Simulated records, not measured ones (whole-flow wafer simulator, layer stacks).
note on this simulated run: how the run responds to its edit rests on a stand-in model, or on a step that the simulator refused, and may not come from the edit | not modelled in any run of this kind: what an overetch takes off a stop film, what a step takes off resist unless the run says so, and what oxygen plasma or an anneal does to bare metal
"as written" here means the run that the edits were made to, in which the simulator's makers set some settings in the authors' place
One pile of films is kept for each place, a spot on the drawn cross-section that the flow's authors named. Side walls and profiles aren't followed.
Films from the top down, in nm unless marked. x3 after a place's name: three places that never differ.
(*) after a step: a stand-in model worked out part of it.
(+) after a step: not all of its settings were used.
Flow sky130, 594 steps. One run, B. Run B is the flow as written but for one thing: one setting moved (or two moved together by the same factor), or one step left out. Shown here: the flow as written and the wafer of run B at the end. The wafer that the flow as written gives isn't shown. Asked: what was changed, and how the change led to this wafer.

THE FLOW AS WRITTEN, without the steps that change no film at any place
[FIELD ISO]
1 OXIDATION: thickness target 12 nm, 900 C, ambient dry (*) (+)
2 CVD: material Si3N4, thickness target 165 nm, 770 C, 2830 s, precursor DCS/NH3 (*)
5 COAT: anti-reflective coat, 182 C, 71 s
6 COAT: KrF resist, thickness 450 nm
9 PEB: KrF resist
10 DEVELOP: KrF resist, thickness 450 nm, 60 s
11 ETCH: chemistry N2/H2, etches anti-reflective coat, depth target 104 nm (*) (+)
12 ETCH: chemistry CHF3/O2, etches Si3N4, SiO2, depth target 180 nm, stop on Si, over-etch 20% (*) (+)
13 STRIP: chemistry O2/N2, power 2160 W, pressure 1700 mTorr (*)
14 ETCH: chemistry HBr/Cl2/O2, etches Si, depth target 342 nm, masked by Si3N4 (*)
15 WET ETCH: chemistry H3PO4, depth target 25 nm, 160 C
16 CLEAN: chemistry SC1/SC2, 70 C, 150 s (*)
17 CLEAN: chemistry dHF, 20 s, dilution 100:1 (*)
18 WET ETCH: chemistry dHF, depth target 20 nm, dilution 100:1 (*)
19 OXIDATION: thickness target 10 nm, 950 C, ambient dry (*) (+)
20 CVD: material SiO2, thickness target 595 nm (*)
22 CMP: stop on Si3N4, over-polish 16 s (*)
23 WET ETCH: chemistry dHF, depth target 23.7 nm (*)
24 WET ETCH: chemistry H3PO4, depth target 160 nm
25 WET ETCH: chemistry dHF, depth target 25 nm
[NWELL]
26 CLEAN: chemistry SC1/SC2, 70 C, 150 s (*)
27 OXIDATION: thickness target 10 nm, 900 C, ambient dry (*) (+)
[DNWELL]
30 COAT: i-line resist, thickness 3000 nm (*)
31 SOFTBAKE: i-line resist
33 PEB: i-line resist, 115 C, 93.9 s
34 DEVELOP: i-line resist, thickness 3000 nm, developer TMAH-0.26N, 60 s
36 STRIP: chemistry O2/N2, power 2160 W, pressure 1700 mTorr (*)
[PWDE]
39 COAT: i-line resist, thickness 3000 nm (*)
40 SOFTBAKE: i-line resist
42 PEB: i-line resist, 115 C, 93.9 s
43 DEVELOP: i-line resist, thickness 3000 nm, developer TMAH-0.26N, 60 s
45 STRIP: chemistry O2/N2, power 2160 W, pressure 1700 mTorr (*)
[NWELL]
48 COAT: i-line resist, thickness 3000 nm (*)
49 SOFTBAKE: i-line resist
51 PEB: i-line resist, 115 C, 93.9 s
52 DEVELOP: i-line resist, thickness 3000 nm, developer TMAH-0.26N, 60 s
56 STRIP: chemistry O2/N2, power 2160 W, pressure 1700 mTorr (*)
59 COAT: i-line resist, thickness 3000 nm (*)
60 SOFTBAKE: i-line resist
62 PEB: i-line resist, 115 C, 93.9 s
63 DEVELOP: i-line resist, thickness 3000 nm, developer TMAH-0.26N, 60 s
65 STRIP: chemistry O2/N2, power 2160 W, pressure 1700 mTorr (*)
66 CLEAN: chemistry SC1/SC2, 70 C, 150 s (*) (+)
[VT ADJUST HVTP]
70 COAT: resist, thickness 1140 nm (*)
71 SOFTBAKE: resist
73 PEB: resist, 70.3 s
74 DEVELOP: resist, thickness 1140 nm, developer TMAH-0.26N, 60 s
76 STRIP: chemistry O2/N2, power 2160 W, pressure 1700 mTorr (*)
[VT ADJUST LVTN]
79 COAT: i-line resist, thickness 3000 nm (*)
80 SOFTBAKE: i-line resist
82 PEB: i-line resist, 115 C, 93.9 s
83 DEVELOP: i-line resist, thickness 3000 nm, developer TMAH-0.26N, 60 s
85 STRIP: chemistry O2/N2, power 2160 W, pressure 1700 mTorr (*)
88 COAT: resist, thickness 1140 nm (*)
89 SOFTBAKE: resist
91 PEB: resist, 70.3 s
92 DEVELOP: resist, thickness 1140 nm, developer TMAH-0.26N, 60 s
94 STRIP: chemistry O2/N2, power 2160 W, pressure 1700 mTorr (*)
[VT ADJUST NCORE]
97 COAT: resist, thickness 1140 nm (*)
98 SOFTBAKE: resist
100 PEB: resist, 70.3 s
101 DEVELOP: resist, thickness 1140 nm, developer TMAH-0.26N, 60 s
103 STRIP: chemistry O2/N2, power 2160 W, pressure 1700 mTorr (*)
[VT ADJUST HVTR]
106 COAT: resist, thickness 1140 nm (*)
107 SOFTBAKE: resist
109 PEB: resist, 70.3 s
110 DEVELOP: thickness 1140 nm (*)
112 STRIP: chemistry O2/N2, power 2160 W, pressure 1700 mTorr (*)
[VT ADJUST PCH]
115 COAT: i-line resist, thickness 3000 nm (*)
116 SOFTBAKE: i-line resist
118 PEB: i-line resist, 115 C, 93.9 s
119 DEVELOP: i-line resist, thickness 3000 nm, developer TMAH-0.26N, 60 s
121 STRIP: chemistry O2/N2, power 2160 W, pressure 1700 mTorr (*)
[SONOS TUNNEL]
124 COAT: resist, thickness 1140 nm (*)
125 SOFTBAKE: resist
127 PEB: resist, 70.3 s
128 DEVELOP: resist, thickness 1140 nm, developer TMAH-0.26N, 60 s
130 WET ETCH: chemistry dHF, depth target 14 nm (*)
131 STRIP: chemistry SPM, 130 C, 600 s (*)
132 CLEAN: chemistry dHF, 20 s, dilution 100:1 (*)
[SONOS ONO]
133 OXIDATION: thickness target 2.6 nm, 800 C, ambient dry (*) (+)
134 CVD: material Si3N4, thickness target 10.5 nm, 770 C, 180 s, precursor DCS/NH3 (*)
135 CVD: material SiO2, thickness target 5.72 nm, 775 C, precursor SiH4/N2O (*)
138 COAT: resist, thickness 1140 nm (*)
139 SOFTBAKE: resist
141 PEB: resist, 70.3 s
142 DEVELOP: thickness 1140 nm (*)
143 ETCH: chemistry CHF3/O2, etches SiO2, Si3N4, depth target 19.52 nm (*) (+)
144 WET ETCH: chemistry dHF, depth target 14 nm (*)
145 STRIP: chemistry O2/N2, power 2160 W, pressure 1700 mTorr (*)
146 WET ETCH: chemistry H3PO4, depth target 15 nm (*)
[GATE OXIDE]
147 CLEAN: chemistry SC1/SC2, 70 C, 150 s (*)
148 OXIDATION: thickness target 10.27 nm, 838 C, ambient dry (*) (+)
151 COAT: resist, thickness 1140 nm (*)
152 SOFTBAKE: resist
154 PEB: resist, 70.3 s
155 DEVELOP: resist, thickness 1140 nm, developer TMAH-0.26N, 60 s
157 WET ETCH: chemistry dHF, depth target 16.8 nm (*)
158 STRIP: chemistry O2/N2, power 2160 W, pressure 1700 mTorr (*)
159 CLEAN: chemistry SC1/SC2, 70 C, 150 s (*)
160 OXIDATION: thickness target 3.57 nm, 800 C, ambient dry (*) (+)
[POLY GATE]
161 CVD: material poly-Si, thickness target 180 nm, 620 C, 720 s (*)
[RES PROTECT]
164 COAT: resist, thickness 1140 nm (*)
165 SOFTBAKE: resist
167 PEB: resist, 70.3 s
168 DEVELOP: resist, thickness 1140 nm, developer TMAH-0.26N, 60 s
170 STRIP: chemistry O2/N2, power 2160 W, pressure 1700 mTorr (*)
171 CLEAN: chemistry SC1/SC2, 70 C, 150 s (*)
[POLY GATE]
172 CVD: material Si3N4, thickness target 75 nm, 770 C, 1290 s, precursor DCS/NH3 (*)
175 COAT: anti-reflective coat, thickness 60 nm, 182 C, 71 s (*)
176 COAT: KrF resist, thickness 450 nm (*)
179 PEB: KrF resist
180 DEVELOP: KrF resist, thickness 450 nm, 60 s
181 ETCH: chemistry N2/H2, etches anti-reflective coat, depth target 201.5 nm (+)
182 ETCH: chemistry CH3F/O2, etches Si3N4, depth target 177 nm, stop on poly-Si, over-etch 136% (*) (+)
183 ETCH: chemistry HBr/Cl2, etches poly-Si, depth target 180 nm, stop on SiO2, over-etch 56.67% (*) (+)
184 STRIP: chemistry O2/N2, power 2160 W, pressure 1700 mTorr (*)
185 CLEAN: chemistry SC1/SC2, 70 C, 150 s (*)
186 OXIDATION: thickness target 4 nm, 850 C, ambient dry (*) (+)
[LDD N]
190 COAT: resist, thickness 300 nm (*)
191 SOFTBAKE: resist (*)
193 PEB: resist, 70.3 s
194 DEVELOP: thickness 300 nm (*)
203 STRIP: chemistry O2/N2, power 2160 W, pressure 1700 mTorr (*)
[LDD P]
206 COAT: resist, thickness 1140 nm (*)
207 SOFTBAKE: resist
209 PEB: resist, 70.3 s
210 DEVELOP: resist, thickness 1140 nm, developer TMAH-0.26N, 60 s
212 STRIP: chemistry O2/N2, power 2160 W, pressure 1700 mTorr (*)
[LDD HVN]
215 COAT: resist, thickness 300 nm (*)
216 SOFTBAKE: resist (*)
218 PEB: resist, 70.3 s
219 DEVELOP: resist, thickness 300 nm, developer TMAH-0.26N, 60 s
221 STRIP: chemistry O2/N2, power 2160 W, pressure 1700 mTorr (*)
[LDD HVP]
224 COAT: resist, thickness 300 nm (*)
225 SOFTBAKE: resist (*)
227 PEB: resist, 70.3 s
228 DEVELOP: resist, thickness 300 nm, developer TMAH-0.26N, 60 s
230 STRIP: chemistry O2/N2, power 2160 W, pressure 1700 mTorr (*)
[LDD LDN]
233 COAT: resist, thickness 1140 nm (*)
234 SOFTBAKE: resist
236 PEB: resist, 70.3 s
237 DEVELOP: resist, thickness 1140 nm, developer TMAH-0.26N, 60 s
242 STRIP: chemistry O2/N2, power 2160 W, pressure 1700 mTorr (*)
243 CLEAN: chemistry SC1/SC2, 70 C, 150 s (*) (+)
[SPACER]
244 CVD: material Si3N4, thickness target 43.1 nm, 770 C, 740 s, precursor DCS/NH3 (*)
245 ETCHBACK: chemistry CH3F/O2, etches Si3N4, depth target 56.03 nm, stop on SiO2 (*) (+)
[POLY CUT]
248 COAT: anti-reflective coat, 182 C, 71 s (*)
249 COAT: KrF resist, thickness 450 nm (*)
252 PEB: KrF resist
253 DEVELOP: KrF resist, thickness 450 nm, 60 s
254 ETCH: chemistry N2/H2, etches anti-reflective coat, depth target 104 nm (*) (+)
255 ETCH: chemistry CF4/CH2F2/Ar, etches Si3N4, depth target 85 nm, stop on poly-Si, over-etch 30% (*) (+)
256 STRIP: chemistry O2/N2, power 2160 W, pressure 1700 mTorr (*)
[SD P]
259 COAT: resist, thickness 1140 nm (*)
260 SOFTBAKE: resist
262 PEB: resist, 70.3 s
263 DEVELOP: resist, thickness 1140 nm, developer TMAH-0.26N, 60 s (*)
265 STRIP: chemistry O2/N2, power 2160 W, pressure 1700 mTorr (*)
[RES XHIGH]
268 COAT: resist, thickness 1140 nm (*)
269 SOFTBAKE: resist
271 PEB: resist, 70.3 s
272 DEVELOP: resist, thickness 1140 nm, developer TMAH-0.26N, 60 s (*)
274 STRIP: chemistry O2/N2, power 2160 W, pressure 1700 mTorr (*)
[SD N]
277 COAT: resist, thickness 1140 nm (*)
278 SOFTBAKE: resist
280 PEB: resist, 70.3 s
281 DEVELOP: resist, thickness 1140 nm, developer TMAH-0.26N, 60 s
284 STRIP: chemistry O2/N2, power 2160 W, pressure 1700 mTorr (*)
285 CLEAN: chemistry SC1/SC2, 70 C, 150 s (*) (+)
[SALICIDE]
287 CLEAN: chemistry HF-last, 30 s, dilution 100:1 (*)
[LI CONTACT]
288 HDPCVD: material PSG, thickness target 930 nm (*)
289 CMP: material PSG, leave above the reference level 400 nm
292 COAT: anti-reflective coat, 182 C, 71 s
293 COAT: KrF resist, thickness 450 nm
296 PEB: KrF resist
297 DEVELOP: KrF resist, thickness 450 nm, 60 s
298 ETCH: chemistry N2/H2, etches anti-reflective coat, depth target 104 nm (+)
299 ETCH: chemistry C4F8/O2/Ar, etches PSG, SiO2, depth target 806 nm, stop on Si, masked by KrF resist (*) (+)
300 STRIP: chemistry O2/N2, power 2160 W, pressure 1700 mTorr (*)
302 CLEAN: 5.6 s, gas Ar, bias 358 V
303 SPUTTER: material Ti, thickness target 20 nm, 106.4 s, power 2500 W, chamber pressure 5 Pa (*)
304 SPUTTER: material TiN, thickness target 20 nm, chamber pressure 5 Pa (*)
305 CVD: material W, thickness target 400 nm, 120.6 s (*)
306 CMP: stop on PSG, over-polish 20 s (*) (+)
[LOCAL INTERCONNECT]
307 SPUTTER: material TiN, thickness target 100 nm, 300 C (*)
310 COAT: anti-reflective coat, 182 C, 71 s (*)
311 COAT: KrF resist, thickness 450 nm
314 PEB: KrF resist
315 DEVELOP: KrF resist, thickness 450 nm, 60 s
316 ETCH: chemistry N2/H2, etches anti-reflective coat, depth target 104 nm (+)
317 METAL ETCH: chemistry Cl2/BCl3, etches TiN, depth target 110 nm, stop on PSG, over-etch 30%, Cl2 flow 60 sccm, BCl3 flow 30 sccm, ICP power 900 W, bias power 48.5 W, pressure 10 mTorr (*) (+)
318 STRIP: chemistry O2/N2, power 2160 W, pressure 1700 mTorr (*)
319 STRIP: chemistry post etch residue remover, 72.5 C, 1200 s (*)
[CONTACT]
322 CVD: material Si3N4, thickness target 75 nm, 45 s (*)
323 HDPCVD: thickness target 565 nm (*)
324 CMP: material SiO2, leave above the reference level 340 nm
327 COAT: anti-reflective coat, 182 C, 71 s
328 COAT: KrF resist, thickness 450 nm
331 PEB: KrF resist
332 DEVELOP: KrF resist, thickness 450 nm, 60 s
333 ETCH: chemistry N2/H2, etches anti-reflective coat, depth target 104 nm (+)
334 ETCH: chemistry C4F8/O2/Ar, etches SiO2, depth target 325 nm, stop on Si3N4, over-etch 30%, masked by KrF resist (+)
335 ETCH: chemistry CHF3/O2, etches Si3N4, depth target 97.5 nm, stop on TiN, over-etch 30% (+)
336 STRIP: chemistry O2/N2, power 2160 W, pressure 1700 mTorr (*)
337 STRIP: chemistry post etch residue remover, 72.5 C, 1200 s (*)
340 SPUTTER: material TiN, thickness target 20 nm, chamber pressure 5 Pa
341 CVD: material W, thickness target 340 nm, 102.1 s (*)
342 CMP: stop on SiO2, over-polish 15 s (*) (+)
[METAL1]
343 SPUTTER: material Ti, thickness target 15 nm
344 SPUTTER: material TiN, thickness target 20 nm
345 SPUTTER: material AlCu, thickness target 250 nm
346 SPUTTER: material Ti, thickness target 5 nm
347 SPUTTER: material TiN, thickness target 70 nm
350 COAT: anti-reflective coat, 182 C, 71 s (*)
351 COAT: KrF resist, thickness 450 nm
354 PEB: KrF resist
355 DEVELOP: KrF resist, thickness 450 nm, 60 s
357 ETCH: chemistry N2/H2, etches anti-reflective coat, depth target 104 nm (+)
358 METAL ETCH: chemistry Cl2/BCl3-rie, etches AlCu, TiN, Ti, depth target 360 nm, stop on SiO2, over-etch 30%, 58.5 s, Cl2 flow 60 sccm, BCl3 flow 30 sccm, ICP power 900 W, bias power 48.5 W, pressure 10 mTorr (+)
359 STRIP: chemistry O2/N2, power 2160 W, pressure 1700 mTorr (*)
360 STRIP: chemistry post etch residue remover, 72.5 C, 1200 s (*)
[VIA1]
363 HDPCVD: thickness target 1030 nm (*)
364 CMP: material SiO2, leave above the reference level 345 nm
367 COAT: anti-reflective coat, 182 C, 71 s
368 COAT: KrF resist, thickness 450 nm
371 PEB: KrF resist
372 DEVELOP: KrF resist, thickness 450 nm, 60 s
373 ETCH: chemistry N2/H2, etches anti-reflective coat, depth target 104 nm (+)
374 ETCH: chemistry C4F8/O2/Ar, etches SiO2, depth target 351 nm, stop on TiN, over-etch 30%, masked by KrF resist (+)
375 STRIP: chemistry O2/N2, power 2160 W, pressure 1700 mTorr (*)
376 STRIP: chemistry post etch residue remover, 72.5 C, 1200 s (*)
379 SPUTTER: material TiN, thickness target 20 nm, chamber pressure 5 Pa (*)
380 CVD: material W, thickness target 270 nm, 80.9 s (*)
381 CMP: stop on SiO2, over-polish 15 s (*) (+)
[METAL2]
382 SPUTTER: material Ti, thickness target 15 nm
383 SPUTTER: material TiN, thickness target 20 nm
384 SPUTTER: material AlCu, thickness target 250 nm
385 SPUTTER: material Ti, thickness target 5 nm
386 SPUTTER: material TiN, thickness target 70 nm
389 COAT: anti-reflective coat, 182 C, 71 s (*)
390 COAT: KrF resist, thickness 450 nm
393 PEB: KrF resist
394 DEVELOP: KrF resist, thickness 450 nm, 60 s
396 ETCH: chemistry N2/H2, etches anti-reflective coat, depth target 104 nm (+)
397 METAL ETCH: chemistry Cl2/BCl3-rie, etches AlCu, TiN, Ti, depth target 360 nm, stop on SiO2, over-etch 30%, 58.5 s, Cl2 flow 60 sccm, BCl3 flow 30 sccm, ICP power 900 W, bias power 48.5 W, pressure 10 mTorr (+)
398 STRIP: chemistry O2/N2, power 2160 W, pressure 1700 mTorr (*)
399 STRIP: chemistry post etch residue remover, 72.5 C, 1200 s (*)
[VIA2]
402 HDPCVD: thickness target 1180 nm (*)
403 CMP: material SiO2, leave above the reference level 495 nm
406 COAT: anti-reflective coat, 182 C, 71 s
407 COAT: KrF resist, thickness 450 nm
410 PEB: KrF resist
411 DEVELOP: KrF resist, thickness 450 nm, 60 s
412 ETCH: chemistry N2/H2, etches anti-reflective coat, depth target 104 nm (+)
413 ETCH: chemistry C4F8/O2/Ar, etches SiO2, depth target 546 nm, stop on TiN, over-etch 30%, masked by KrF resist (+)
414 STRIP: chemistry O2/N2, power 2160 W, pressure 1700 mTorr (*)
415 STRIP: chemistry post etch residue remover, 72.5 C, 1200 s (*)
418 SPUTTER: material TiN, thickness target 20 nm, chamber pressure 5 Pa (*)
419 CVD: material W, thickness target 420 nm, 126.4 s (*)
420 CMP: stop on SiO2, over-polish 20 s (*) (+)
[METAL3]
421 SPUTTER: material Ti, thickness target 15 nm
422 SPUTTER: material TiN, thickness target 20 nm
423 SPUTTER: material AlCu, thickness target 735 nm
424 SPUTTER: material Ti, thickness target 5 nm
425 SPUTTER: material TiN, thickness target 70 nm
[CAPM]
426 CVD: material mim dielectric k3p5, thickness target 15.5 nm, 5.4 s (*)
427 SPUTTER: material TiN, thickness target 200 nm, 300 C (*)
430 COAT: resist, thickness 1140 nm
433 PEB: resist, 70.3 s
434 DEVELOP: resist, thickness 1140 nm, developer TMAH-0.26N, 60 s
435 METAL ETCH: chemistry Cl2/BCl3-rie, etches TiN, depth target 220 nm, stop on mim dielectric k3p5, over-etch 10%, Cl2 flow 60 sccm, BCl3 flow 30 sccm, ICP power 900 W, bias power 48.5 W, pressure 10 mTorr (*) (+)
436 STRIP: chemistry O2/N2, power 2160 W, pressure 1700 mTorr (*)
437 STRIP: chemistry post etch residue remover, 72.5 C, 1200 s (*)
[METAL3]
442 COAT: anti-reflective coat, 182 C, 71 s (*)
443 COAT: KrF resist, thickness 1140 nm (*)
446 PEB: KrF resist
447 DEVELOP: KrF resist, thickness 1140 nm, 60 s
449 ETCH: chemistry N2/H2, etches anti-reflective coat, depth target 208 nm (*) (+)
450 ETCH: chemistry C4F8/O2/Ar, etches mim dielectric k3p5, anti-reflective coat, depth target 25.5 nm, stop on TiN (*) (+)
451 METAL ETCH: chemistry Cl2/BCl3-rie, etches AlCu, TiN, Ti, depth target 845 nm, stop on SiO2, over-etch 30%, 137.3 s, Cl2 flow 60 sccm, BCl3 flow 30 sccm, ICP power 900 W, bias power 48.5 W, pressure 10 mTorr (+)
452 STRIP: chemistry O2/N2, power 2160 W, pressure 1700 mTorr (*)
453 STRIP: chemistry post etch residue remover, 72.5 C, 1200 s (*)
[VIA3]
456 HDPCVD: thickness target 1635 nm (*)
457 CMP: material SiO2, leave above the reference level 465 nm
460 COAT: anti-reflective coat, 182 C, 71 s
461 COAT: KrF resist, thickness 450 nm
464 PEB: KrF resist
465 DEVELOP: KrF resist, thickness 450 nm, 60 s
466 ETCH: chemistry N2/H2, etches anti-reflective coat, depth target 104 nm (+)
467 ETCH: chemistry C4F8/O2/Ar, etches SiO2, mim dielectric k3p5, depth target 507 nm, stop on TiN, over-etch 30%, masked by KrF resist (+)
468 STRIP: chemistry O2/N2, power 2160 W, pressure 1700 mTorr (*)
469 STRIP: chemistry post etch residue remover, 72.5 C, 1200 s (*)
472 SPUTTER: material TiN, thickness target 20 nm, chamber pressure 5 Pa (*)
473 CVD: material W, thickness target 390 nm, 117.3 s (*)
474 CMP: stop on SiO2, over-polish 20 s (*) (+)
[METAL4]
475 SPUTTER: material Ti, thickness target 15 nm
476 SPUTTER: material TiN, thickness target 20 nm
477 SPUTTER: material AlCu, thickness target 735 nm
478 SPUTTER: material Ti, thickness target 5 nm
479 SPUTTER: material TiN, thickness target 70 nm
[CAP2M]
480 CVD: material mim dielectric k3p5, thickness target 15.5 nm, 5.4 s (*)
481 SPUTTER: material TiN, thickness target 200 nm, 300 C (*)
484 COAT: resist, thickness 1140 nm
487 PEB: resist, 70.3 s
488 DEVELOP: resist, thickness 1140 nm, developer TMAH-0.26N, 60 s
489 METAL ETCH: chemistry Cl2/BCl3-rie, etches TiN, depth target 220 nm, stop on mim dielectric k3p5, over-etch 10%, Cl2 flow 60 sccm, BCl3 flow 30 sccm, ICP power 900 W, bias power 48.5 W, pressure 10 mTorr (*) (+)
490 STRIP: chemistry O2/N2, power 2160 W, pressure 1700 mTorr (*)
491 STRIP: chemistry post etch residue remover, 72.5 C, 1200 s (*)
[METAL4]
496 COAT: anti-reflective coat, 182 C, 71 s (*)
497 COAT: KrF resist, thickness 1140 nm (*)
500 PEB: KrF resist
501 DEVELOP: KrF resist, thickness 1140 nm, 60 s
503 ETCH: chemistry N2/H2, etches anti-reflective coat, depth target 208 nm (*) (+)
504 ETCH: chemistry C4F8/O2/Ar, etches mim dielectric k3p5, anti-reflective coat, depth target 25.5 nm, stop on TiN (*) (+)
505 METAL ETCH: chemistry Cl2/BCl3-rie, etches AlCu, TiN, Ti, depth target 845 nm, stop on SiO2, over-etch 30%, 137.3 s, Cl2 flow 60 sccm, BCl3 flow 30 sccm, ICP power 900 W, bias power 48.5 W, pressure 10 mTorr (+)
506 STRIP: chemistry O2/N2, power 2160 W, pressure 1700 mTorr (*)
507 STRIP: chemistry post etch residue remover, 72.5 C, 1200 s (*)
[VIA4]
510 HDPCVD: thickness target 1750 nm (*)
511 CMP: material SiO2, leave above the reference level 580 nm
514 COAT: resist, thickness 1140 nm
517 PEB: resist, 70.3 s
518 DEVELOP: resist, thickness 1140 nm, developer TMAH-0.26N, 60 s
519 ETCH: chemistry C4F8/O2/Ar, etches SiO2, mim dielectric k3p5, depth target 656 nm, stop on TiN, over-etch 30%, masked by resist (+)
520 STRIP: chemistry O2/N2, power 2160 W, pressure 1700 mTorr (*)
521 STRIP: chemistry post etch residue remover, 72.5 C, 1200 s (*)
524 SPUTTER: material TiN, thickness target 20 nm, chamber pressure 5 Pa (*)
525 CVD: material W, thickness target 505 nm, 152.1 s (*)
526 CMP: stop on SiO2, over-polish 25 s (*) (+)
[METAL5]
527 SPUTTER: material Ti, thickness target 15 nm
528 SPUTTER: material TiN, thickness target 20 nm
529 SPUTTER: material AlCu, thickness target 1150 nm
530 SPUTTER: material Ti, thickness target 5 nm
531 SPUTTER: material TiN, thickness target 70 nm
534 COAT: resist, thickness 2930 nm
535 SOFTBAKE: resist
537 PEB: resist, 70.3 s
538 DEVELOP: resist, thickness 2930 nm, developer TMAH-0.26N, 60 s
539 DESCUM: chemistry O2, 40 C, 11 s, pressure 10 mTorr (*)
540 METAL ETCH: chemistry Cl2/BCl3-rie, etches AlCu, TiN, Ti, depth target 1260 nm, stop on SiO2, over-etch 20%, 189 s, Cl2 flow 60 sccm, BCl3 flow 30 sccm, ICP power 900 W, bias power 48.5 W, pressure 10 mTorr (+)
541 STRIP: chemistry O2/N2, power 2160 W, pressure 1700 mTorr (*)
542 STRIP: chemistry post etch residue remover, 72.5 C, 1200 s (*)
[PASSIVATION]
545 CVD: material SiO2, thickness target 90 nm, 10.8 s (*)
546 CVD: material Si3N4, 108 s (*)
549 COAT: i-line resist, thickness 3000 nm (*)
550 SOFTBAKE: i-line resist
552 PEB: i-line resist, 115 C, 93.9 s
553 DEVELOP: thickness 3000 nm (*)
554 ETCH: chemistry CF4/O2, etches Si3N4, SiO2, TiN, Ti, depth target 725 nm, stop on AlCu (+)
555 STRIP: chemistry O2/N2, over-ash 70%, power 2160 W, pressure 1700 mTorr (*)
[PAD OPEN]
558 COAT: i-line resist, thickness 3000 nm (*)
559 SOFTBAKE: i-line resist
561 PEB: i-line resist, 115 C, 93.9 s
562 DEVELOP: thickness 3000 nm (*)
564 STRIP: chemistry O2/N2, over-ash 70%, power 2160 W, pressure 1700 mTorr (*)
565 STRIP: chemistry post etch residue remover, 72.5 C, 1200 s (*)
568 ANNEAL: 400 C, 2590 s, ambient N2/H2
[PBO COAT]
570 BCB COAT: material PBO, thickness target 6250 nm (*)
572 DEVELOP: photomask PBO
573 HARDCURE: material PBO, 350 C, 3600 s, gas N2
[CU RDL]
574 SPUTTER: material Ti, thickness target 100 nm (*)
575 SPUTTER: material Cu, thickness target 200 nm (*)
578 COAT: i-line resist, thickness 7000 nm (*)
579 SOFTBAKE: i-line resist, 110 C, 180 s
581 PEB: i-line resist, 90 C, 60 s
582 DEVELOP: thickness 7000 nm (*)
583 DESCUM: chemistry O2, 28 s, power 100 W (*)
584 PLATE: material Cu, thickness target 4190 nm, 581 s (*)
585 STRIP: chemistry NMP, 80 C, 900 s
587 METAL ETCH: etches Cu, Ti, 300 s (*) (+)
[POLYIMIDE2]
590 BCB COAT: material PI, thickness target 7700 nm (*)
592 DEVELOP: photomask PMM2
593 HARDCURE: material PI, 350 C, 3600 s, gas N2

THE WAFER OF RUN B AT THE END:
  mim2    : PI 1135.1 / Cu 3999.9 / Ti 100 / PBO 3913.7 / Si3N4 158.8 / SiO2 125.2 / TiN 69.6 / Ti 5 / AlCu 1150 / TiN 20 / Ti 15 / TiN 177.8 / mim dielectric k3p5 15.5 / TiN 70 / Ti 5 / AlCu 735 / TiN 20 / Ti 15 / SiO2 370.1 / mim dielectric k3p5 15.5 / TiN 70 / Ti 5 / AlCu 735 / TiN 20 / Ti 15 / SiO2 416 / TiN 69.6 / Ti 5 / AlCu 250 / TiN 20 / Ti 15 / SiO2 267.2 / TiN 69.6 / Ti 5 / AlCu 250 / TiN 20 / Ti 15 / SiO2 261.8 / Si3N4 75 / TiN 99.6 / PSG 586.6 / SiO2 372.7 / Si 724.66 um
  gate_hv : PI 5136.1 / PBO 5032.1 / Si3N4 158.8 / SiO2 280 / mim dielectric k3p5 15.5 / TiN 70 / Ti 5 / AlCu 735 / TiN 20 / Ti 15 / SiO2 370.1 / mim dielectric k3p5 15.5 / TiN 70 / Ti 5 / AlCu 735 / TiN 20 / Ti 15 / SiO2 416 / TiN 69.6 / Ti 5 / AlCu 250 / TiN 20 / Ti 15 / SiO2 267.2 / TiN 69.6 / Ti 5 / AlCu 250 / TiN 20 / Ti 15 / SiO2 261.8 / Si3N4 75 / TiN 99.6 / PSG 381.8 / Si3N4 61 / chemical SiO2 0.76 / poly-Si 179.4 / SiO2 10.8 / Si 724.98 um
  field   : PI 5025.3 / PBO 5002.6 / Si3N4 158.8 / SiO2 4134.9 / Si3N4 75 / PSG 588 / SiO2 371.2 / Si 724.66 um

The cause: step 511, CMP: leave above the reference level 276 nm was run, where the flow has leave above the reference level 580 nm.

How the change led to this, step by step:
  511 CMP: material SiO2, leave above the reference level 580 nm
      mim2: SiO2 -1750 (all of it), TiN -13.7 (as written it would be: SiO2 -1459.7)
      n_well, p_well, gate_hv and 99 more: SiO2 -1564.5 (as written it would be: SiO2 -1260.5)
      (and at 90 more places)
  519 ETCH: chemistry C4F8/O2/Ar, etches SiO2, mim dielectric k3p5, depth target 656 nm, stop on TiN, over-etch 30%, masked by resist (+)
      field, active, n_well and 188 more: resist -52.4 (as written it would be: resist -131.2)
      m1: SiO2 -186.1 (all of it), mim dielectric k3p5 -15.5 (all of it) (as written it would be: SiO2 -490.1 (all of it), mim dielectric k3p5 -15.5 (all of it))
      (and at 1 more place)
  520 STRIP: chemistry O2/N2, power 2160 W, pressure 1700 mTorr (*)
      field, active, n_well and 188 more: resist -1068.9 (all of it) (as written it would be: resist -990.1 (all of it))
  524 SPUTTER: material TiN, thickness target 20 nm, chamber pressure 5 Pa (*)
      mim2: TiN +20 (as written it would be: TiN +20 (new film))
      m1, via4_hole: TiN +17.7 (as written it would be: TiN +15.3)
  525 CVD: material W, thickness target 505 nm, 152.1 s (*)
      m1: W +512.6 (new film) (as written it would be: W +1015.8 (new film))
      via4_hole: W +513.8 (new film) (as written it would be: W +1015.2 (new film))
  526 CMP: stop on SiO2, over-polish 25 s (*) (+)
      mim2: W -505 (all of it), TiN -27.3 (as written it would be: W -505 (all of it), TiN -20 (all of it), SiO2 -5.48)
      m1: W -335.9 (as written it would be: W -532.7)
      (and at 1 more place)
Counting metal films that touch as one body, mim2 has 7 bodies (between them, from the top down: PBO 3913.7 / Si3N4 158.8 / SiO2 125.2; mim dielectric k3p5 15.5; SiO2 370.1 / mim dielectric k3p5 15.5; SiO2 416; SiO2 267.2; SiO2 261.8 / Si3N4 75); the flow as written gives 8 bodies (between them, from the top down: PBO 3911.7 / Si3N4 158.8 / SiO2 125.2; SiO2 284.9; mim dielectric k3p5 15.5; SiO2 370.1 / mim dielectric k3p5 15.5; SiO2 416; SiO2 267.2; SiO2 261.8 / Si3N4 75).
